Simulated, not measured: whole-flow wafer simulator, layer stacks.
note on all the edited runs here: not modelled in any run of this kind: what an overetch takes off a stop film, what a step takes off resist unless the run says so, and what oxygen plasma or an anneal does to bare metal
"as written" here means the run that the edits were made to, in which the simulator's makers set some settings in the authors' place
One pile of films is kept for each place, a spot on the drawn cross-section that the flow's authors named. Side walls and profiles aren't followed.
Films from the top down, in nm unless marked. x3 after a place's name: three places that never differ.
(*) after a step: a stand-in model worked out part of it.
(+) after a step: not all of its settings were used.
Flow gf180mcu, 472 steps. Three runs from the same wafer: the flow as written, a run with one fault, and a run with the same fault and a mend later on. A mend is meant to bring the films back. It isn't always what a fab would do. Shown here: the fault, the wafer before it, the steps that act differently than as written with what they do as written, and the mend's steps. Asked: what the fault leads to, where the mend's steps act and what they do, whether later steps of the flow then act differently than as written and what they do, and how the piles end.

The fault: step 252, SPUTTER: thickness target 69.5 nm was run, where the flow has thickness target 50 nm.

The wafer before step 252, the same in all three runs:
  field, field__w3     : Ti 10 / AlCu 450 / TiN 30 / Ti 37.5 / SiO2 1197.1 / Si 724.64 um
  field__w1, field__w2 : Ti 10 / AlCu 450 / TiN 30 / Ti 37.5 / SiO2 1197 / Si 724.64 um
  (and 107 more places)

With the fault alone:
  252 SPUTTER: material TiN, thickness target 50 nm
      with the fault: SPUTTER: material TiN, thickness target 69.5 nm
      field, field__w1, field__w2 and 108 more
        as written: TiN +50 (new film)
        with the fault: TiN +69.5 (new film)
  Later steps of the flow that act differently than as written (3 more steps differ only slightly, by at most 2% or 0.5 nm, whichever is larger, and aren't shown):
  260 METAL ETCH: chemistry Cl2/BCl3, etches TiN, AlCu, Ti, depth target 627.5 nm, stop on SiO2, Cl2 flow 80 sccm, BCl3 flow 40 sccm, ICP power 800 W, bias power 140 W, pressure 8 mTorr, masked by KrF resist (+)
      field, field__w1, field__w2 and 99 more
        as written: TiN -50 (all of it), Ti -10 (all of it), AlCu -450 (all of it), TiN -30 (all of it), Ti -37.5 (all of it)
        with the fault: TiN -69.5 (all of it), Ti -10 (all of it), AlCu -450 (all of it), TiN -30 (all of it), Ti -37.5 (all of it)
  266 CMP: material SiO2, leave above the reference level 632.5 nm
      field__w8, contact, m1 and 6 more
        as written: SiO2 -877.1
        with the fault: SiO2 -896.6
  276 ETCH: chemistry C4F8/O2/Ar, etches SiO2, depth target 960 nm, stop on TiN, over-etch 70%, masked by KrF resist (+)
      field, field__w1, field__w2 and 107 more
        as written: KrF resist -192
        with the fault: KrF resist -188
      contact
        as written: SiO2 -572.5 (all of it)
        with the fault: SiO2 -553 (all of it)
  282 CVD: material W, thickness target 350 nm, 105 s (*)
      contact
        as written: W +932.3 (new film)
        with the fault: W +912.6 (new film)
  At the end the piles differ from the flow's by more than 2% or 0.5 nm, whichever is larger, at field__w8, contact, m1 and 6 more.
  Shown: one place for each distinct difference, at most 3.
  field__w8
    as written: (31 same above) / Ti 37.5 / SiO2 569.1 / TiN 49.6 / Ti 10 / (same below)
    with the fault: (31 same above) / Ti 37.5 / SiO2 549.6 / TiN 69.1 / Ti 10 / (same below)
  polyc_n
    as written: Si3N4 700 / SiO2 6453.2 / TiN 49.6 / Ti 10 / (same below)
    with the fault: Si3N4 700 / SiO2 6433.7 / TiN 69.1 / Ti 10 / (same below)
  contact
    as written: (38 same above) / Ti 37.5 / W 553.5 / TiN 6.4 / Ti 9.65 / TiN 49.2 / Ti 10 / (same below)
    with the fault: (38 same above) / Ti 37.5 / W 533.8 / TiN 6.48 / Ti 9.76 / TiN 68.7 / Ti 10 / (same below)

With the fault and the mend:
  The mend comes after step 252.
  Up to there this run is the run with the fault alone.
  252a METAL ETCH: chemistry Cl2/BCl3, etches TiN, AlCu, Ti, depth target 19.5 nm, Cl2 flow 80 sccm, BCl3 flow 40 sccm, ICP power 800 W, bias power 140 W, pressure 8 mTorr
      field, field__w1, field__w2 and 108 more
        TiN -19.5
  No later step of the flow acts differently than as written at any place that is followed.
  At the end the piles are the same as the flow's at every place that both follow.
